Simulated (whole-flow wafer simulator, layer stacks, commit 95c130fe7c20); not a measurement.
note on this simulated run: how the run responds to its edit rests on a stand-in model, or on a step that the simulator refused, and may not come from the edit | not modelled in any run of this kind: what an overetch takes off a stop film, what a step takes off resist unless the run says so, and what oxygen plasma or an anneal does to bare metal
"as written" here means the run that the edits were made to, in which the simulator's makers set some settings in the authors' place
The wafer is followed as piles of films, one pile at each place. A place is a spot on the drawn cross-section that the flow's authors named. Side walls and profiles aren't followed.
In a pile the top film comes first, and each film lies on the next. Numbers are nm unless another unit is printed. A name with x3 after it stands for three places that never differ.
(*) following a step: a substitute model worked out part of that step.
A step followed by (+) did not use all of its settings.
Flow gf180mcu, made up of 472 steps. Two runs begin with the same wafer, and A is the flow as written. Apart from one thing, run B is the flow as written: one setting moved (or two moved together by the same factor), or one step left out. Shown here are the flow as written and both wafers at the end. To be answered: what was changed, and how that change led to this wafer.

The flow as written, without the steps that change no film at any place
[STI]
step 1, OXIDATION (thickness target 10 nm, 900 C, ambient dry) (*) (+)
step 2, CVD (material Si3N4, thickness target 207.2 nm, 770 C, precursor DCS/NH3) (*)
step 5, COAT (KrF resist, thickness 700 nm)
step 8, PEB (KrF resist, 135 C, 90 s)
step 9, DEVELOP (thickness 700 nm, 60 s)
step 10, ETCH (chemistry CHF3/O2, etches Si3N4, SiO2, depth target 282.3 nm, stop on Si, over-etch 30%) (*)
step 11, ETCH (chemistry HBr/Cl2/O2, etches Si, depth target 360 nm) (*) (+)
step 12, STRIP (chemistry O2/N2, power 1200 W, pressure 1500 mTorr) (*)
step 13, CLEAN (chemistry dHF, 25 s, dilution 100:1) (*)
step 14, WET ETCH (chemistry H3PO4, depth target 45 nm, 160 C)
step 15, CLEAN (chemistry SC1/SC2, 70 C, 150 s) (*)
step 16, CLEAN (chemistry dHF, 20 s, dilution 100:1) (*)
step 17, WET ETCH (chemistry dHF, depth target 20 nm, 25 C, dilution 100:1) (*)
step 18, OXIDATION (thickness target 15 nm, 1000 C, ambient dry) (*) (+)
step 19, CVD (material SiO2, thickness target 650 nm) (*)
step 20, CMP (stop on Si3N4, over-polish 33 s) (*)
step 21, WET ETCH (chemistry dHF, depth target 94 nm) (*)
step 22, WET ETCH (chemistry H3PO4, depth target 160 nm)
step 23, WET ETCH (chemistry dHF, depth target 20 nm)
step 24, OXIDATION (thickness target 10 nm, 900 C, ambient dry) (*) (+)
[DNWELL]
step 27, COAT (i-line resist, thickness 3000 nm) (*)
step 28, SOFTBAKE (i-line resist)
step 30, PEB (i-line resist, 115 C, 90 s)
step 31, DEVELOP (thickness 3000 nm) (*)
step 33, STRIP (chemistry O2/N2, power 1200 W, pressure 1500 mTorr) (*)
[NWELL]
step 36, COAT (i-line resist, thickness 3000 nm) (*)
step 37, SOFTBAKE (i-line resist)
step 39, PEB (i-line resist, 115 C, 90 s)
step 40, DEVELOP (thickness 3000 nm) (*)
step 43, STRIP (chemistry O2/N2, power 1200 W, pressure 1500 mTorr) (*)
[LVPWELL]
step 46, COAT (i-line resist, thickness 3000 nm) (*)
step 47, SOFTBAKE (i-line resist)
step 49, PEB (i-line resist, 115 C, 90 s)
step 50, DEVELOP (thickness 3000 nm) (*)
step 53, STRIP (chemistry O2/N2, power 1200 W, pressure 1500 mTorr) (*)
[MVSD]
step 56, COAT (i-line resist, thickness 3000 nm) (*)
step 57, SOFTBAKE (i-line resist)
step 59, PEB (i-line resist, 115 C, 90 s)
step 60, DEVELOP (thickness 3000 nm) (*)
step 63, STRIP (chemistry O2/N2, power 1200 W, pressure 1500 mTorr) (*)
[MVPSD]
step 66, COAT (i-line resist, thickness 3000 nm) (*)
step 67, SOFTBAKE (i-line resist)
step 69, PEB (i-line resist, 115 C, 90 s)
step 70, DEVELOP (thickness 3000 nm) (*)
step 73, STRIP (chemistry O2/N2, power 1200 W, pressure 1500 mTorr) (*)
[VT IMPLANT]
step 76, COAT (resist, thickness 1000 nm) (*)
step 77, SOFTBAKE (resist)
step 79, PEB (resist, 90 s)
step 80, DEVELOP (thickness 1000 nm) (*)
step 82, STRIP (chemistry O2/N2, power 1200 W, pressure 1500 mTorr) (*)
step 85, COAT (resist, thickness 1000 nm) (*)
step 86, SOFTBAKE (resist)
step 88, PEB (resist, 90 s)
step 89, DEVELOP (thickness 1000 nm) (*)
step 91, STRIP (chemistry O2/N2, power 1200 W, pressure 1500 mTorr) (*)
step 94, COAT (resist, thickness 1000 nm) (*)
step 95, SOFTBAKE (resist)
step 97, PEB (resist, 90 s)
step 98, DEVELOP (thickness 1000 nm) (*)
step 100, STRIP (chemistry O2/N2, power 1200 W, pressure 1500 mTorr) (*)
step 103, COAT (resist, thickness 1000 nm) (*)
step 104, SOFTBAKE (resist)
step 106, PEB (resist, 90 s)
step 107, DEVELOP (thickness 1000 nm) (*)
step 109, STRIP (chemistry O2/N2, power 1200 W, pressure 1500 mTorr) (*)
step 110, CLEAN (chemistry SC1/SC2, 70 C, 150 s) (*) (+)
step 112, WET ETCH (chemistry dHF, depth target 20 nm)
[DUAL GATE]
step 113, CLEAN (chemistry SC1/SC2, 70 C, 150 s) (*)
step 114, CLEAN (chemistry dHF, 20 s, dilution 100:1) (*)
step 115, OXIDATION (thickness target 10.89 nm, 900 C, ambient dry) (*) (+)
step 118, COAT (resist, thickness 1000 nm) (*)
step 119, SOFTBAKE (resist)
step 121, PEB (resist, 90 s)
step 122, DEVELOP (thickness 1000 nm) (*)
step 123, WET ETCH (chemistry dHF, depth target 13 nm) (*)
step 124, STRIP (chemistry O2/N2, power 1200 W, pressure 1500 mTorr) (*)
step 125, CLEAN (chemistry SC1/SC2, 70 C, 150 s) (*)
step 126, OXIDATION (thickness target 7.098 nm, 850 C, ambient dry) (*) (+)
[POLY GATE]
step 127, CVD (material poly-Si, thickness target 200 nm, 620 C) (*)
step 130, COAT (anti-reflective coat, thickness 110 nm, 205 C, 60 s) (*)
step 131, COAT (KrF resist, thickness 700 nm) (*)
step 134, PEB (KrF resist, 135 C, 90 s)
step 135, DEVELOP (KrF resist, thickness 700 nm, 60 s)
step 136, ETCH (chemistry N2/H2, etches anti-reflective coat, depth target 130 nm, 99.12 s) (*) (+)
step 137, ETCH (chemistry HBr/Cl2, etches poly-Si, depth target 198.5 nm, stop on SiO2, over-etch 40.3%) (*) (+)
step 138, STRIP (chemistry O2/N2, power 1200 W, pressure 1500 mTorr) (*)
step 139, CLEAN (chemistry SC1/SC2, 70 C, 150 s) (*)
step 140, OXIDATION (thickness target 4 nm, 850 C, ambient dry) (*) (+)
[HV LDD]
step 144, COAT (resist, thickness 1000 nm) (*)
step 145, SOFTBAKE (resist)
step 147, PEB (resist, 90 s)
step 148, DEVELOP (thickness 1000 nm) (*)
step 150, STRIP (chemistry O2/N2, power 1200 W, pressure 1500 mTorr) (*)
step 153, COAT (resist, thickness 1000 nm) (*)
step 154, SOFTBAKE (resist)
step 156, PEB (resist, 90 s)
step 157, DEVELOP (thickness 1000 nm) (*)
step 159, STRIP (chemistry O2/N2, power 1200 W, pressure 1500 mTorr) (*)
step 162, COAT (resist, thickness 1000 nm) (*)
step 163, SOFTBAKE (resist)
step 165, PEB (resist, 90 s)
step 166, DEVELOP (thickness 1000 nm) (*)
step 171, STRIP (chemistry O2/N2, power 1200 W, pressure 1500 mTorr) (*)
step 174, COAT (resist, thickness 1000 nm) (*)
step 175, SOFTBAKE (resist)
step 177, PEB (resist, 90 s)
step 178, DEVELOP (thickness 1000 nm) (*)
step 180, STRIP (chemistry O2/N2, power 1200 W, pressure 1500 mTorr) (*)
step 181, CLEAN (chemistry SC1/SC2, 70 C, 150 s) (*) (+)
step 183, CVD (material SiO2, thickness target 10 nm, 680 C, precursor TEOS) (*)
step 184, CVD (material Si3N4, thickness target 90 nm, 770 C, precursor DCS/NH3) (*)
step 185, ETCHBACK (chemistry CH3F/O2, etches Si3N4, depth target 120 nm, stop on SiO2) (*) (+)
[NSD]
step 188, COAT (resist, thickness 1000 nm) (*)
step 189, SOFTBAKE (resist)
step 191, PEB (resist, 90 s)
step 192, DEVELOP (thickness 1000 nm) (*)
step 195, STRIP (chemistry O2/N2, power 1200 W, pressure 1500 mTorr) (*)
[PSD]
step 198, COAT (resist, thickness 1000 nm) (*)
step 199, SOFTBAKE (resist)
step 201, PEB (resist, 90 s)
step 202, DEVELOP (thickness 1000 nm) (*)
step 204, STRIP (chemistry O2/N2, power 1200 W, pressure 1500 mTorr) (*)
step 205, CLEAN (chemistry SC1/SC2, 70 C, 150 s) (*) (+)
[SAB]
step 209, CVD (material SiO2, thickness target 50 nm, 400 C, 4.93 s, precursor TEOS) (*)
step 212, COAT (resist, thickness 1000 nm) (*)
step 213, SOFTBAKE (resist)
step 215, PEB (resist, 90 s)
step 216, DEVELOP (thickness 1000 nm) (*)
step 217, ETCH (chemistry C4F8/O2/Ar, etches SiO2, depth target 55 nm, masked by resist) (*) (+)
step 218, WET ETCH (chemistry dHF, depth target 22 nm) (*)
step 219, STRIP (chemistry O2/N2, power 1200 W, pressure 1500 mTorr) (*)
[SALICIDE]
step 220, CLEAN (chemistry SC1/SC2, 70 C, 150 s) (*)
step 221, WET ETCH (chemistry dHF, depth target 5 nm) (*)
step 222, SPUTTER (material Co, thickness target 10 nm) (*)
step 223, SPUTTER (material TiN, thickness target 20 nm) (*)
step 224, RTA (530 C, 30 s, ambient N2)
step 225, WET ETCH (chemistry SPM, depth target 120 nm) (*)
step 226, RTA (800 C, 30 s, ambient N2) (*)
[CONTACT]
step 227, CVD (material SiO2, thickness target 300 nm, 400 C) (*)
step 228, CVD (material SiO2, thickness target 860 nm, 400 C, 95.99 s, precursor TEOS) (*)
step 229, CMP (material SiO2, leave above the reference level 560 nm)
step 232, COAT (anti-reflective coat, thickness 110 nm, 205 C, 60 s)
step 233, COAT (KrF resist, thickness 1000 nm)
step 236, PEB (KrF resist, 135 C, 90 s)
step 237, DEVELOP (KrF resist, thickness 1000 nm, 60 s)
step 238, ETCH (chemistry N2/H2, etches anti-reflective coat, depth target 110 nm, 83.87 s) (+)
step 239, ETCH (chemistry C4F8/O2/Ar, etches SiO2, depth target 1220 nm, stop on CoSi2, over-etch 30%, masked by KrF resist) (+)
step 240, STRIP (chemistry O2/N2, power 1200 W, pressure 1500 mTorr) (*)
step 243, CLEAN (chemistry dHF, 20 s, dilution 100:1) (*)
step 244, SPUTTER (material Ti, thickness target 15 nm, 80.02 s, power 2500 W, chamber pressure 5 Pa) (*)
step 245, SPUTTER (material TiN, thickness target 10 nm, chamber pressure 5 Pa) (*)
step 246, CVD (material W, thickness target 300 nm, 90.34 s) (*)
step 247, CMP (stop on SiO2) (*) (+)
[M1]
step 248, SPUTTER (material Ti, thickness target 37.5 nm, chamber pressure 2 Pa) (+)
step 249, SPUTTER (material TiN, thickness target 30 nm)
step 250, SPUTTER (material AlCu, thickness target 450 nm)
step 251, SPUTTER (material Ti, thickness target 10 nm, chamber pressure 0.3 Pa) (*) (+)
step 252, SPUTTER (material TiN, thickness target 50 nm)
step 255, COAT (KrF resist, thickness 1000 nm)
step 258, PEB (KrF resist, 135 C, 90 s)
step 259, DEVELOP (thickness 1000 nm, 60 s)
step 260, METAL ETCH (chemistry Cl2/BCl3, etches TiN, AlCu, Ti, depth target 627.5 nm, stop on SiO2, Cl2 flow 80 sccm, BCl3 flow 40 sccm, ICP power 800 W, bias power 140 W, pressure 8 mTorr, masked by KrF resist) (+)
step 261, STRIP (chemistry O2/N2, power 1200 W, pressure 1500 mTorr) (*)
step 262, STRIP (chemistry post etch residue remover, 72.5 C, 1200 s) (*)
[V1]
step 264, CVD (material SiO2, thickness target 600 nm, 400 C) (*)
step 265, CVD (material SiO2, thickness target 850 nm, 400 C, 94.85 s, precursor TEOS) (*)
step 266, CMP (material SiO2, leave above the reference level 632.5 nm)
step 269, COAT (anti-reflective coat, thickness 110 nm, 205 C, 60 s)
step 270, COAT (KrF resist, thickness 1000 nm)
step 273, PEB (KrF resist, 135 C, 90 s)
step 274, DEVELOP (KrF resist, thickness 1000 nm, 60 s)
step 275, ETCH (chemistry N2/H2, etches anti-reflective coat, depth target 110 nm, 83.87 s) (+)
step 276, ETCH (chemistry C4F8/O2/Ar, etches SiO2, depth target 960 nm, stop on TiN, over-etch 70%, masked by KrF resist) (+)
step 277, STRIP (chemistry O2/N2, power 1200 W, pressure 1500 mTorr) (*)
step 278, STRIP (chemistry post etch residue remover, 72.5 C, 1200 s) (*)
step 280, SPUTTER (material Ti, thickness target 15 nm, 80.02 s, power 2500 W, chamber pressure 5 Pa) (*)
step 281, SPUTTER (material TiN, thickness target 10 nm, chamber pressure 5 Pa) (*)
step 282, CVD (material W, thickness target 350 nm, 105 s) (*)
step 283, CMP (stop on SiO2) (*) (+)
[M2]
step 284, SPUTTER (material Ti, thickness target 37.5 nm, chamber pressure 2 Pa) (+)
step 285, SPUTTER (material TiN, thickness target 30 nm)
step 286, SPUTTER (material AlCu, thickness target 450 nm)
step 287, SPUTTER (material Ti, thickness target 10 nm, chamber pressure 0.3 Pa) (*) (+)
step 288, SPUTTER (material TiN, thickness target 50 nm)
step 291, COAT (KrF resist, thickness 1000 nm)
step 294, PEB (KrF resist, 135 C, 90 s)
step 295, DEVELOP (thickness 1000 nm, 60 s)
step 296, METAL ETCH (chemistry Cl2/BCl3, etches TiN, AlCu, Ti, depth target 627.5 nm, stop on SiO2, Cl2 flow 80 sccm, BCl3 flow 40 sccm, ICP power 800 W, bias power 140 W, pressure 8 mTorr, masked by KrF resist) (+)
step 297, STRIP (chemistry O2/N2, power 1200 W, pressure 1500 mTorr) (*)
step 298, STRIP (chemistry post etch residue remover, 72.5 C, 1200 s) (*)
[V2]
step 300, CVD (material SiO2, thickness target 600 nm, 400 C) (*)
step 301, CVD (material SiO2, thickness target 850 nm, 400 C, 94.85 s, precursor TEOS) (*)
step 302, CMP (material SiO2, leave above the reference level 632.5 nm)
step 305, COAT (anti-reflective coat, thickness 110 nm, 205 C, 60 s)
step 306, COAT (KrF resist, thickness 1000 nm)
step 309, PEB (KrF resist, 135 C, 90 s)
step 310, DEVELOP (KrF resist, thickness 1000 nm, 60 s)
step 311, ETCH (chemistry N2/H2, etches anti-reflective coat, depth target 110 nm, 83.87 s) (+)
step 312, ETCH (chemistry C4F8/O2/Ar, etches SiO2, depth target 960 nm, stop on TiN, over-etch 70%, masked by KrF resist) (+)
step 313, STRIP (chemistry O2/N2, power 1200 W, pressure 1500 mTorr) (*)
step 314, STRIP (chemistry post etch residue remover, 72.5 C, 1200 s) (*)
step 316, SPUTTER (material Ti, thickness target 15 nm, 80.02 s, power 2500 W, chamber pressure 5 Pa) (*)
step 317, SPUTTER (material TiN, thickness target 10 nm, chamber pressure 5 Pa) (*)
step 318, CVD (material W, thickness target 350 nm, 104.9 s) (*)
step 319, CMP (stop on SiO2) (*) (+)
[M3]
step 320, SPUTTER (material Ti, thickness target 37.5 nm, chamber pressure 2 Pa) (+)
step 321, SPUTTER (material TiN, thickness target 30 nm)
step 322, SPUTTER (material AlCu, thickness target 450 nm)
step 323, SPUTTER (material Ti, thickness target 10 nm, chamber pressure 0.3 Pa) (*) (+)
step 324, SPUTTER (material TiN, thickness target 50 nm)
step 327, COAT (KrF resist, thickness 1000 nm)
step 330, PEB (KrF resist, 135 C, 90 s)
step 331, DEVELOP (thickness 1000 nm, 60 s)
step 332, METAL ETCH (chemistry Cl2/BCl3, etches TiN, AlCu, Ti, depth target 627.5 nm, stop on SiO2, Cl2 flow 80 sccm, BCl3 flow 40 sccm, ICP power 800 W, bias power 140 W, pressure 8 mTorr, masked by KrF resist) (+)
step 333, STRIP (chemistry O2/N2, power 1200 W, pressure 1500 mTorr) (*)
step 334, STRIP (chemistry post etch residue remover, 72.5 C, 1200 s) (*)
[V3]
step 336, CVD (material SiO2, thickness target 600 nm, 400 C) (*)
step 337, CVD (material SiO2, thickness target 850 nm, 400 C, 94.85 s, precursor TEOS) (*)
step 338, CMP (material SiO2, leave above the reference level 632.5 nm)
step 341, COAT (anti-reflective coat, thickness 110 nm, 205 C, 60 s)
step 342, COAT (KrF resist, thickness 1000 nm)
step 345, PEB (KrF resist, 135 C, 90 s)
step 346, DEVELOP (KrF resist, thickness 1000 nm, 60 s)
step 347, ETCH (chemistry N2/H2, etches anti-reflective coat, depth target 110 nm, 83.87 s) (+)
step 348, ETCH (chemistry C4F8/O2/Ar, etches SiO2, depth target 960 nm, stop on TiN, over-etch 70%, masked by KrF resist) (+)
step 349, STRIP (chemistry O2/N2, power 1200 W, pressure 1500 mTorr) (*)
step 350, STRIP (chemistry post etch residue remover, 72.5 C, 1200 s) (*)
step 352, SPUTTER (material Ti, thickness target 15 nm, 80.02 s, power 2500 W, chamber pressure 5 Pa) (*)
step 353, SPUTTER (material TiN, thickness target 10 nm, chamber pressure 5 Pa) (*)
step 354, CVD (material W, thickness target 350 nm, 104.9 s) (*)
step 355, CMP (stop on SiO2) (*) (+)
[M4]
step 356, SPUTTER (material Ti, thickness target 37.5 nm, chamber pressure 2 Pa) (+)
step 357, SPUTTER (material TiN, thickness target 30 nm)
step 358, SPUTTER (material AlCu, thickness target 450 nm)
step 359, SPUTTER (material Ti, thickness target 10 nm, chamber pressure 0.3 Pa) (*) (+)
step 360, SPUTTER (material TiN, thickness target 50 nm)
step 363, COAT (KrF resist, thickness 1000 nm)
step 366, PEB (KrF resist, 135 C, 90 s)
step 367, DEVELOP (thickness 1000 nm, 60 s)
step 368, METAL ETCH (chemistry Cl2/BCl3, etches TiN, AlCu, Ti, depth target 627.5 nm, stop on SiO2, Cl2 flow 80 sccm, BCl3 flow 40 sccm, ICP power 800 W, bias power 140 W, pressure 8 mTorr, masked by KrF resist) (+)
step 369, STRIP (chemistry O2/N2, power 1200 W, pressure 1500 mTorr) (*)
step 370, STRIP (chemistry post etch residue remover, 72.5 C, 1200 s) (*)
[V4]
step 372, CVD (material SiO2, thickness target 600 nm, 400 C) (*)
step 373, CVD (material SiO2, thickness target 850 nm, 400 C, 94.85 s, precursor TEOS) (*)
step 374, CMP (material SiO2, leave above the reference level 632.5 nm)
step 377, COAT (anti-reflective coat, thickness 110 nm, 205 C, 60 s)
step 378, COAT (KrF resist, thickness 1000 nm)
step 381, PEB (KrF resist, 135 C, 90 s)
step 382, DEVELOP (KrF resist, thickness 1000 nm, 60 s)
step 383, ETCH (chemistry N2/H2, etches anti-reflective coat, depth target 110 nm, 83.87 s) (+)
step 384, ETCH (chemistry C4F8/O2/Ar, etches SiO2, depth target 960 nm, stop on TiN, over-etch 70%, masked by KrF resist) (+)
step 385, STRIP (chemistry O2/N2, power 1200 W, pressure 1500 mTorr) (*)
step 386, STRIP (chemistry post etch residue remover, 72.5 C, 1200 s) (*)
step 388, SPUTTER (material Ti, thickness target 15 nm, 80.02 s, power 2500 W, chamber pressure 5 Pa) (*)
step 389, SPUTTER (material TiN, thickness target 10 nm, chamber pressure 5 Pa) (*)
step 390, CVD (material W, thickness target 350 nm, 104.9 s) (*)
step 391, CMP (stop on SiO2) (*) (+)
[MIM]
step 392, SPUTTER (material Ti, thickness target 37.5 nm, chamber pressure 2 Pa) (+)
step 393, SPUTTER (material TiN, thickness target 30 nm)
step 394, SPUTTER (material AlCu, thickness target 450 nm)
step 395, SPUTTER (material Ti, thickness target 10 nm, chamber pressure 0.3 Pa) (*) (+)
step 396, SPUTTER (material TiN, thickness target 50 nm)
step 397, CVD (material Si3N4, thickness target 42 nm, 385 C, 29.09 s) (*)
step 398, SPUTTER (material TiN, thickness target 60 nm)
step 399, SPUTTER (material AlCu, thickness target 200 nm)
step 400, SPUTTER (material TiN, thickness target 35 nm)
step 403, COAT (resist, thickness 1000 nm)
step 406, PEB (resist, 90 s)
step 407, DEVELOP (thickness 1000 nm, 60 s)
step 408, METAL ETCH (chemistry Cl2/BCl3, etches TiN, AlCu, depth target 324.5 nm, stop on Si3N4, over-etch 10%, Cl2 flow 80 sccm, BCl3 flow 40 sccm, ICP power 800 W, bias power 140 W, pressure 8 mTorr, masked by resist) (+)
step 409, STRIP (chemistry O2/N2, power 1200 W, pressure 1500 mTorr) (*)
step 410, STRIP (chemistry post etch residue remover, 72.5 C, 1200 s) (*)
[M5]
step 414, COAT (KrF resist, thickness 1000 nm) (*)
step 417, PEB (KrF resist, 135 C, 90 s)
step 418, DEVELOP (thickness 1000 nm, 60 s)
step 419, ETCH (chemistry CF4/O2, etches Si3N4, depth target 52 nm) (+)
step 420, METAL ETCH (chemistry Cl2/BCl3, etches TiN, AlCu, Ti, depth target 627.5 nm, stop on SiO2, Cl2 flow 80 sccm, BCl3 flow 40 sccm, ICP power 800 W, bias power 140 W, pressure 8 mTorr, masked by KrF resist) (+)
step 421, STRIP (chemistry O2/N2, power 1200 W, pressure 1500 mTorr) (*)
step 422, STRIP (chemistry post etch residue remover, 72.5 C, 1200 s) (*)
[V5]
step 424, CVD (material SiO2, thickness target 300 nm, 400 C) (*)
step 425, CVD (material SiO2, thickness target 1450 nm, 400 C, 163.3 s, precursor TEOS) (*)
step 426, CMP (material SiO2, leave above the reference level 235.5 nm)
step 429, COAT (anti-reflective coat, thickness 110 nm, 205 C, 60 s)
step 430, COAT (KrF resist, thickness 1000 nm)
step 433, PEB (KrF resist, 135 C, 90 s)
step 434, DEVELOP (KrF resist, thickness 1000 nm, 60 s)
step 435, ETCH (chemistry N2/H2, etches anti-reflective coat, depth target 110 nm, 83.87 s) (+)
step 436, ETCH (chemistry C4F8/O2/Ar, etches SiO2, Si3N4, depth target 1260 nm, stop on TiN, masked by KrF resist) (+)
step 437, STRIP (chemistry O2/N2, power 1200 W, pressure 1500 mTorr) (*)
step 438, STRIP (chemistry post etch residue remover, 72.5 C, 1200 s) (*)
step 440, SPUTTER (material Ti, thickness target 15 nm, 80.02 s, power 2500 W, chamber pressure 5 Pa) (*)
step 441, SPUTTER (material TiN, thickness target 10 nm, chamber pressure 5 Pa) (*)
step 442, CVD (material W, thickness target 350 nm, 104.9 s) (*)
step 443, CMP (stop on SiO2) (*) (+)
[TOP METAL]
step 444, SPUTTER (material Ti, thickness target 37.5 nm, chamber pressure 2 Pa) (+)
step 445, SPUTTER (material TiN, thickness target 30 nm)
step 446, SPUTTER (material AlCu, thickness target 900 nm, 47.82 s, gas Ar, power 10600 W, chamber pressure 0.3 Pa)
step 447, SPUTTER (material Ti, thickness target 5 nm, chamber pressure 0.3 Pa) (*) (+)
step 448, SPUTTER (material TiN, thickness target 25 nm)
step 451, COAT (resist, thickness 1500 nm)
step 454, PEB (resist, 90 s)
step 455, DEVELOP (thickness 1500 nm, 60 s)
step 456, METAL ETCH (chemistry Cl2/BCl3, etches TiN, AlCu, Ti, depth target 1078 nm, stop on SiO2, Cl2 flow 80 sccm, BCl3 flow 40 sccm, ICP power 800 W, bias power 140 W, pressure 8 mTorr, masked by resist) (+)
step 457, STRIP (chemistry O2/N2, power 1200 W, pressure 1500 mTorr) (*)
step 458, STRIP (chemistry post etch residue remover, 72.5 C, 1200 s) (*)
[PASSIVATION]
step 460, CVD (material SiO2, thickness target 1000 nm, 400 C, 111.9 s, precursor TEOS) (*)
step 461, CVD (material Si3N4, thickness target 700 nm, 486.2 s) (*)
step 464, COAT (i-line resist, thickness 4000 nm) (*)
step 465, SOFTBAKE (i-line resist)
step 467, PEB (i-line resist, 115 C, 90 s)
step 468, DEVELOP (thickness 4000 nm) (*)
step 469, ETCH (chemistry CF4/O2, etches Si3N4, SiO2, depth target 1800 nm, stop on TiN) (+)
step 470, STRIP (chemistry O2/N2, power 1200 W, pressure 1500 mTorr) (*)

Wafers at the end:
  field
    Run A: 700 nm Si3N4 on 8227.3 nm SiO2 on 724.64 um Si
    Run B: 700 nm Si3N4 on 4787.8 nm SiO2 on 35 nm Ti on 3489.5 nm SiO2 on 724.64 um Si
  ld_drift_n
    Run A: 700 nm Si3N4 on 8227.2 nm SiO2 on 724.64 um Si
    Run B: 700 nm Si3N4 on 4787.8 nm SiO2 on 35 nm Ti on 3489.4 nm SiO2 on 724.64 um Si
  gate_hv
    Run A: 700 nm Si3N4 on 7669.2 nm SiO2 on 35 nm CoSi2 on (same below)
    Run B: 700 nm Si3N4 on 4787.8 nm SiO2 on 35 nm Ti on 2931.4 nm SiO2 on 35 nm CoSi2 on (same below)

The reason: step 322, SPUTTER: thickness target 535 nm was run, while the flow as written has thickness target 450 nm.

The path from the change to this, step by step:
  step 322, SPUTTER (material AlCu, thickness target 450 nm)
      field, field__w1, field__w2 and 108 more: A AlCu gains 450 (new film) | B AlCu gains 535 (new film)
  step 332, METAL ETCH (chemistry Cl2/BCl3, etches TiN, AlCu, Ti, depth target 627.5 nm, stop on SiO2, Cl2 flow 80 sccm, BCl3 flow 40 sccm, ICP power 800 W, bias power 140 W, pressure 8 mTorr, masked by KrF resist) (+)
      field, field__w1, field__w2 and 103 more: A TiN loses 50 (all of it), Ti loses 10 (all of it), AlCu loses 450 (all of it), TiN loses 30 (all of it), Ti loses 37.5 (all of it) | B TiN loses 50 (all of it), Ti loses 10 (all of it), AlCu loses 535 (all of it), TiN loses 30 (all of it), Ti loses 2.5
  step 336, CVD (material SiO2, thickness target 600 nm, 400 C) (*)
      field, field__w1, field__w2 and 103 more: A SiO2 gains 600 | B SiO2 gains 600 (new film)
  step 338, CMP (material SiO2, leave above the reference level 632.5 nm)
      field, field__w1, field__w2 and 103 more: A SiO2 loses 300 | B SiO2 loses 250
If metal films that touch count as one body, field has 1 body; the flow as written gives 0 bodies.
If metal films that touch count as one body, ld_drift_n has 1 body; the flow as written gives 0 bodies.
If metal films that touch count as one body, gate_hv has 2 bodies (between them, from the top down: SiO2 2931.4); the flow as written gives 1 body.
